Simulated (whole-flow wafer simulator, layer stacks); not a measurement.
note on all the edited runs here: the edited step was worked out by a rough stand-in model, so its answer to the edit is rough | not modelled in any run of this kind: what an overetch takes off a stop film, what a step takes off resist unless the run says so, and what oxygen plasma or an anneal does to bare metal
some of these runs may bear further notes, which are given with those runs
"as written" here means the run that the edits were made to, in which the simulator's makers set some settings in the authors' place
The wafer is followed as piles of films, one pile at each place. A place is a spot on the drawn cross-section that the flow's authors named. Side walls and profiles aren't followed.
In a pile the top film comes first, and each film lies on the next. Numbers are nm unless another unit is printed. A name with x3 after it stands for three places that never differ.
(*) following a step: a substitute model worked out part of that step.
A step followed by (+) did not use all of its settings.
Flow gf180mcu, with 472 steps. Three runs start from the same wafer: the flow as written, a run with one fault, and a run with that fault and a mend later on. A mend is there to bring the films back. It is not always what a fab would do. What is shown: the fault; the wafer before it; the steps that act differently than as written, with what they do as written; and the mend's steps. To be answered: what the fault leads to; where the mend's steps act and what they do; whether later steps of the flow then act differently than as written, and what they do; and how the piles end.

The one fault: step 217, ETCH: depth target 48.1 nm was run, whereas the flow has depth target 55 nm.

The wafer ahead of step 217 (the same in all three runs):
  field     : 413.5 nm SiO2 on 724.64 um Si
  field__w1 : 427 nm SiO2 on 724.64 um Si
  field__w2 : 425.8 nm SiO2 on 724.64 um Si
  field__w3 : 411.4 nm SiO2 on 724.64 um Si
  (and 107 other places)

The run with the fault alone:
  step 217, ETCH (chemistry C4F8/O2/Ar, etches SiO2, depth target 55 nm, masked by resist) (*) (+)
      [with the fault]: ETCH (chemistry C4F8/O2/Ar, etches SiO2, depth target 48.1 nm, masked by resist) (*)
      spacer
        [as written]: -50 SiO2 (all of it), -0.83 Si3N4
        [with the fault]: -48.1 SiO2
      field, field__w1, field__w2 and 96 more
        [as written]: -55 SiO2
        [with the fault]: -48.1 SiO2
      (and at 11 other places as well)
  Steps later in the flow that act otherwise than as written (6 more steps, not shown, differ only slightly: by at most 2% or 0.5 nm, whichever is larger):
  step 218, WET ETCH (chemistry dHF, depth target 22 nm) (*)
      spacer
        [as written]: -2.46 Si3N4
        [with the fault]: -1.9 SiO2 (all of it), -3.11 Si3N4
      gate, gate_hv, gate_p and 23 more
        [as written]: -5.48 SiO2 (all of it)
        [with the fault]: -12.4 SiO2 (all of it)
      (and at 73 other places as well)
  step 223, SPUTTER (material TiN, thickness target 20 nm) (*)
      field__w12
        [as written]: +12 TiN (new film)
        [with the fault]: +12.6 TiN (new film)
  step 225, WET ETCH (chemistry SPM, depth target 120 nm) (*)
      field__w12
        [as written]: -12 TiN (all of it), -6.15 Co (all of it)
        [with the fault]: -12.6 TiN (all of it), -6.41 Co (all of it)
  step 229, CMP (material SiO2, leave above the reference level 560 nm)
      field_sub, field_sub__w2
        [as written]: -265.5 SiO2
        [with the fault]: -271.5 SiO2
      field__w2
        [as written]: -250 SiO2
        [with the fault]: -257.2 SiO2
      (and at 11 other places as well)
  At the end the piles are close to the flow's at the places that both follow, differing by at most 2% or 0.5 nm, whichever is larger.

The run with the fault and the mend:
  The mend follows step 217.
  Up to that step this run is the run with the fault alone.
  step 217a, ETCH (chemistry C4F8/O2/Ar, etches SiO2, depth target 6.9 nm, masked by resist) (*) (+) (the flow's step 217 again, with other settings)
      field, field__w1, field__w2 and 96 more
        -6.9 SiO2
      field__w5, field__w9, field__w13 and 8 more
        -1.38 resist
      spacer
        -1.9 SiO2 (all of it), -0.83 Si3N4
  None of the later steps of the flow acts differently than as written at any place that is followed.
  By the end, the piles equal the flow's at every place that both follow.
